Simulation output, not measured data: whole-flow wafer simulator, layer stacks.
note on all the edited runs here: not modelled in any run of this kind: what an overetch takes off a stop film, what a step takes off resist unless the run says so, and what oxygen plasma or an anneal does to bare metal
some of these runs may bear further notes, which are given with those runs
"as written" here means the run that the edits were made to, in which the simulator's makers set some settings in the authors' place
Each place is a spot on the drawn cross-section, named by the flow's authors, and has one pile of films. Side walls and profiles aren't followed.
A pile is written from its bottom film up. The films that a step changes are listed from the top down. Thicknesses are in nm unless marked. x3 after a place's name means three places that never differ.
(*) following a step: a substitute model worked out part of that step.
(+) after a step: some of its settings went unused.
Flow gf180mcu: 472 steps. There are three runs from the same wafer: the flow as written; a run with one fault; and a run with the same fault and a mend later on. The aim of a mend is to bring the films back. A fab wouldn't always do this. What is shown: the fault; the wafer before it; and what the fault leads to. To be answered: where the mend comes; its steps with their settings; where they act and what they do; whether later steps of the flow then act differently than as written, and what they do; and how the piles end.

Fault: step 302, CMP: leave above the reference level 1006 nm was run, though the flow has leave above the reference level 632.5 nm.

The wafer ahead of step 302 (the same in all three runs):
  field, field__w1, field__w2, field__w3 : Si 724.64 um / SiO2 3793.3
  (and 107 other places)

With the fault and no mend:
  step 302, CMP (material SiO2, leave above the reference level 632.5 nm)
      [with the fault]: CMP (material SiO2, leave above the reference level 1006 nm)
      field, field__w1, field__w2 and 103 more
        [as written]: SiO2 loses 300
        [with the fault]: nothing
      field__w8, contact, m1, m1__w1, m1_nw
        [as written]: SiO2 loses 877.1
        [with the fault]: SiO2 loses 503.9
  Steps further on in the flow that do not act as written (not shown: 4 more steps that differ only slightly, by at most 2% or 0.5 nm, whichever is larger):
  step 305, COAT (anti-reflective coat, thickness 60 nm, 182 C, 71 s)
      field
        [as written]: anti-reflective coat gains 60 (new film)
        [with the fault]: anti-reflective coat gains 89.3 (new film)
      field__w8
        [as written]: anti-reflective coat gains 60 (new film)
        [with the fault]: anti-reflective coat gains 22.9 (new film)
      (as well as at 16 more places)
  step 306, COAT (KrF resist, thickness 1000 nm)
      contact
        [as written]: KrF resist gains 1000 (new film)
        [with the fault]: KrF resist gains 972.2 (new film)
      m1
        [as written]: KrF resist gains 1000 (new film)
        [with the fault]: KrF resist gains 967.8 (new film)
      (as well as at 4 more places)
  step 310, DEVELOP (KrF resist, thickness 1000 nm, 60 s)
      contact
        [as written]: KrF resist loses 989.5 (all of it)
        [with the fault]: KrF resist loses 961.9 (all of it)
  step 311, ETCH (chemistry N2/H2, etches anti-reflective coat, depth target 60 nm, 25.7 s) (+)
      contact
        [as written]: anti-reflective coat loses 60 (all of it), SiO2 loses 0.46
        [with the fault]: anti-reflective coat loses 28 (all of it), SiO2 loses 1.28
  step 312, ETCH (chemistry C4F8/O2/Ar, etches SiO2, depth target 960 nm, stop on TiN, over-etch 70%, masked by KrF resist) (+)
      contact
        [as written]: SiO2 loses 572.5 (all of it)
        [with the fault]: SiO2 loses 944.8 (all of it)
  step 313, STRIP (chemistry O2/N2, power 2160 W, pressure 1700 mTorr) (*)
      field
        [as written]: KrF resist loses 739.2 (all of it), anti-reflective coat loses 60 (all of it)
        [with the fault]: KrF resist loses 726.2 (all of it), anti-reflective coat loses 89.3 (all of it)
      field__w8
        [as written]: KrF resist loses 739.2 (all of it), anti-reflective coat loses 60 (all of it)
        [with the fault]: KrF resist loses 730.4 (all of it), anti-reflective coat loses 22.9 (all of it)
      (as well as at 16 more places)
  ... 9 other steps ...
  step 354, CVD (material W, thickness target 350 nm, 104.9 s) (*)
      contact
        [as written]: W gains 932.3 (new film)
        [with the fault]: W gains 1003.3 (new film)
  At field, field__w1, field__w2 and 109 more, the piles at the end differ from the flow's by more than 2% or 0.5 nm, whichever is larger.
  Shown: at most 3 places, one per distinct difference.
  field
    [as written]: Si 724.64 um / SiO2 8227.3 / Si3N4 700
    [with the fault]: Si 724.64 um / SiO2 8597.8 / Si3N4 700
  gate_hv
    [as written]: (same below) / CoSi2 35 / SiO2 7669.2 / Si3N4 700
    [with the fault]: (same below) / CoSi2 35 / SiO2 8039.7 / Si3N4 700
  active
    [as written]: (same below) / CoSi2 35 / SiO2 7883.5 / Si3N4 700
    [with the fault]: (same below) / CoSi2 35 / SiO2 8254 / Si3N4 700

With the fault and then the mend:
  After step 302 comes the mend.
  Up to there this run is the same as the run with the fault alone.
  step 302a, CMP (material SiO2, leave above the reference level 632.5 nm) (a further turn of the flow's step 302)
      field, field__w1, field__w2 and 103 more
        SiO2 loses 300
      field__w8, contact, m1, m1__w1, m1_nw
        SiO2 loses 373.2
  Every later step of the flow that is run acts as written at every place that is followed.
  At every place that both follow, the piles at the end match the flow's.
